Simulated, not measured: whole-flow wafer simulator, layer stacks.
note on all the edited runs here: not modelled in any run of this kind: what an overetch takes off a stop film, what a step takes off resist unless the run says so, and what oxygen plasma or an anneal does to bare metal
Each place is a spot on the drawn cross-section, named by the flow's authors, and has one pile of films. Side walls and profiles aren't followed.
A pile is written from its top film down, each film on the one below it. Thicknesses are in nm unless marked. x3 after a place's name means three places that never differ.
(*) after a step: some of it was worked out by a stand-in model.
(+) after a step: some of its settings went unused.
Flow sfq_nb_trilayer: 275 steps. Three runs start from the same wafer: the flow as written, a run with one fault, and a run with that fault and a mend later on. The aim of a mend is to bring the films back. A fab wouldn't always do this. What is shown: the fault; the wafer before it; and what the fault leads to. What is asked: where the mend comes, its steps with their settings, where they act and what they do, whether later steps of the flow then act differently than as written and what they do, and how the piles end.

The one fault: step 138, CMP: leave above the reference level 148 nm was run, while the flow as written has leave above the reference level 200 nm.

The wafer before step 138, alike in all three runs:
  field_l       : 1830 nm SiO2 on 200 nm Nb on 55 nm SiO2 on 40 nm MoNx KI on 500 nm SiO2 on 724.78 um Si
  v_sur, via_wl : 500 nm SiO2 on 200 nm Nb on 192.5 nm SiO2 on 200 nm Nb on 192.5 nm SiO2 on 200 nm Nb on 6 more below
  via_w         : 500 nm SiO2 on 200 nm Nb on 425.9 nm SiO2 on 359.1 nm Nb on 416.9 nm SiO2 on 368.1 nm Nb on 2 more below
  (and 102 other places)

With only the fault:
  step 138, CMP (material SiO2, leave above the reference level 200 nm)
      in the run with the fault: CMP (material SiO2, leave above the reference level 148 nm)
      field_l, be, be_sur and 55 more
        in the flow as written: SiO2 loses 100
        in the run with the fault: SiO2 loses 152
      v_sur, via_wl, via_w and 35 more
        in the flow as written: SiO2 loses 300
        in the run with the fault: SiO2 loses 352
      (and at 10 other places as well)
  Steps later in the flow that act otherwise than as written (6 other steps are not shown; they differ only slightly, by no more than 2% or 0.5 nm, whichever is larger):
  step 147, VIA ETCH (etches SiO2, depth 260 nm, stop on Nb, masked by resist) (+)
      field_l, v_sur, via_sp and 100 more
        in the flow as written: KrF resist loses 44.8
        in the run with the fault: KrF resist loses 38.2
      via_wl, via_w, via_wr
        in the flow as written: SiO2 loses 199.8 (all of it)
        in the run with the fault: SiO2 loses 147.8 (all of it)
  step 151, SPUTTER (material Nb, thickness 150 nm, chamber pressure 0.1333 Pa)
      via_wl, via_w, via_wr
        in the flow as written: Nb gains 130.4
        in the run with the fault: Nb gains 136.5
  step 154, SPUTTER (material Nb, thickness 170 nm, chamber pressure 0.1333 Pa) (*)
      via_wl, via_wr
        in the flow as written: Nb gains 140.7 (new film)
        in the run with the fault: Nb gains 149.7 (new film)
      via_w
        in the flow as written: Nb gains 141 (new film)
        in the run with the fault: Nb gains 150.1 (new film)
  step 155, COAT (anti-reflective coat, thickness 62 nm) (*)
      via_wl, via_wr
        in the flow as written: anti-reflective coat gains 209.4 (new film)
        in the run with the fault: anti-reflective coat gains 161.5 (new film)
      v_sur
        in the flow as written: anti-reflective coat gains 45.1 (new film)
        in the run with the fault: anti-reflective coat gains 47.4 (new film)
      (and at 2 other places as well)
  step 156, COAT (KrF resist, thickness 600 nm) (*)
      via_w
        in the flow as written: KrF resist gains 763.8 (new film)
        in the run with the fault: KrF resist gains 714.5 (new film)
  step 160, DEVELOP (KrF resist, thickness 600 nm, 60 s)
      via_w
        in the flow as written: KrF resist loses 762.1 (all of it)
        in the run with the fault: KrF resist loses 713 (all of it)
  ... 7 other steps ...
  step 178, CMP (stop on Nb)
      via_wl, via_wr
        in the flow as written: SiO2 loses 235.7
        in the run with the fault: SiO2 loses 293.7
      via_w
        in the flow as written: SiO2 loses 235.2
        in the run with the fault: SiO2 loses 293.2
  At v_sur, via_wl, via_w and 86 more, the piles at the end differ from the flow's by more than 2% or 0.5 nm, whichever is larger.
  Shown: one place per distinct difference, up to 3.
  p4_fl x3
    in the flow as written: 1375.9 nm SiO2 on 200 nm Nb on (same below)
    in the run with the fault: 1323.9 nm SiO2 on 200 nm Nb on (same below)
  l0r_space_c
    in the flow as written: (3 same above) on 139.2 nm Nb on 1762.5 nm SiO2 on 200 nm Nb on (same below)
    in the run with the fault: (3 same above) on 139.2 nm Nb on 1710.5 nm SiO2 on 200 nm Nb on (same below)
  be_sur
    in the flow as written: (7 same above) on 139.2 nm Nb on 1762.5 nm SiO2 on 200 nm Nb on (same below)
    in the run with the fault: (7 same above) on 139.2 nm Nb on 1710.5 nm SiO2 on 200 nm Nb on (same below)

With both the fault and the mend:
  The mend stands after step 145.
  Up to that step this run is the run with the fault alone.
  step 145a, STRIP (over-ash 65%, gas O2, power 200 W) (*)
      field_l, v_sur, via_sp and 100 more
        KrF resist loses 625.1 (all of it), anti-reflective coat loses 62 (all of it)
      via_wl, via_w, via_wr
        anti-reflective coat loses 62 (all of it)
  step 145b, PECVD (material SiO2, thickness 52 nm, 150 C, 11.56 s, RF power 183.3 W, pressure 2.4 Torr, precursor SiH4/N2O) (a further turn of the flow's step 137, with different settings)
      field_l, v_sur, via_wl and 103 more
        SiO2 gains 52
  step 145c, COAT (anti-reflective coat, thickness 62 nm) (a further turn of the flow's step 140)
      field_l, v_sur, via_wl and 103 more
        anti-reflective coat gains 62 (new film)
  step 145d, COAT (KrF resist, thickness 650 nm) (a further turn of the flow's step 141)
      field_l, v_sur, via_wl and 103 more
        KrF resist gains 650 (new film)
  step 145e, SOFTBAKE (KrF resist) (a further turn of the flow's step 142)
      alters no film at any place that is followed
  step 145f, EXPOSE (photomask I4, dose 11.93 mJ/cm2, NA 0.6, wavelength 248 nm) (*) (a further turn of the flow's step 143)
      alters no film at any place that is followed
  step 145g, PEB (KrF resist, 90 s) (a further turn of the flow's step 144)
      field_l, v_sur, via_wl and 103 more
        KrF resist loses 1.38
  step 145h, DEVELOP (KrF resist, thickness 650 nm, 60 s) (a further turn of the flow's step 145)
      field_l, v_sur, via_sp and 100 more
        KrF resist loses 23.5
      via_wl, via_w, via_wr
        KrF resist loses 648.6 (all of it)
  Every later step of the flow that is run acts as written, at every place that is followed, to within 2% or 0.5 nm, whichever is larger.
  At the end the piles are close to the flow's at the places that both follow, differing by at most 2% or 0.5 nm, whichever is larger.
